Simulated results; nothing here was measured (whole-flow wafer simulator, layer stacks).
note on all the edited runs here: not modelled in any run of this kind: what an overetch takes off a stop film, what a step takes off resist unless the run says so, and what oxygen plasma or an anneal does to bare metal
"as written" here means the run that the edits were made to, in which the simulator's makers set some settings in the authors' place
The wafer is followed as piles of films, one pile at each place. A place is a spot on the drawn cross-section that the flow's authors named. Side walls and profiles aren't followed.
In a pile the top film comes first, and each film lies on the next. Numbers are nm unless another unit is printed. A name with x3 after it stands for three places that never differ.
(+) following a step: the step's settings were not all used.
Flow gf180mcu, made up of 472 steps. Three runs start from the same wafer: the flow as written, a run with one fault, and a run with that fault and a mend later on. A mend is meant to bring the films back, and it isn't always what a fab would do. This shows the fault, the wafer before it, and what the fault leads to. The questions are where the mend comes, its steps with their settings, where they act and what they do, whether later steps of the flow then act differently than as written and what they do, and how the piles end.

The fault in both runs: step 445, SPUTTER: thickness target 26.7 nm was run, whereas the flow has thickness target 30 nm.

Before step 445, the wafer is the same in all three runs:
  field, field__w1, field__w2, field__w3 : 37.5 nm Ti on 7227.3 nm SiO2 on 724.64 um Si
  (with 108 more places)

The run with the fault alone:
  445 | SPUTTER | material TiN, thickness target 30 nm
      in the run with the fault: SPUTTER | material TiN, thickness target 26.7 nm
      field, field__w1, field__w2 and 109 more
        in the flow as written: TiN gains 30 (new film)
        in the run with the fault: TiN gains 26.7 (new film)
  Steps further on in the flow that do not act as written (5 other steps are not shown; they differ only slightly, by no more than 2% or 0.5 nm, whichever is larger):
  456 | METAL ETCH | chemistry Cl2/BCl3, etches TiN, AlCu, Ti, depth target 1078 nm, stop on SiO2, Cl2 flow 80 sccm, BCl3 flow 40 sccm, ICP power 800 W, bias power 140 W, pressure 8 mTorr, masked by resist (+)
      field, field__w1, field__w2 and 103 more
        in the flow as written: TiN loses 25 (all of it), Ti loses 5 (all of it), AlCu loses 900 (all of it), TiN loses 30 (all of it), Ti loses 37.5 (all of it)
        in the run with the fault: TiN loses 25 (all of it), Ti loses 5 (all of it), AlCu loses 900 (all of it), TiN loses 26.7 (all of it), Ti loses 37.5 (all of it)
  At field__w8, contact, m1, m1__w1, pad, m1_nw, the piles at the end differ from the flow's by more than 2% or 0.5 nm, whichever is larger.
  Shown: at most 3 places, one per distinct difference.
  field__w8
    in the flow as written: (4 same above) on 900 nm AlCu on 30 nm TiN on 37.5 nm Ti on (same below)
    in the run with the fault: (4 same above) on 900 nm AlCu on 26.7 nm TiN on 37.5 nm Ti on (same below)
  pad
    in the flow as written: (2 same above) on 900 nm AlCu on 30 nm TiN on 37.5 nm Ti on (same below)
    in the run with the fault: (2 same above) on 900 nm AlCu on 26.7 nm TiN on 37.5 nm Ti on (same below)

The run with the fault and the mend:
  After step 445 comes the mend.
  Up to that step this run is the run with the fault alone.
  445a | SPUTTER | material TiN, thickness target 3.3 nm (the flow's step 445, run once more with other settings)
      field, field__w1, field__w2 and 109 more
        TiN gains 3.3
  None of the later steps of the flow acts differently than as written at any place that is followed.
  The piles end the same as the flow's at every place that both follow.
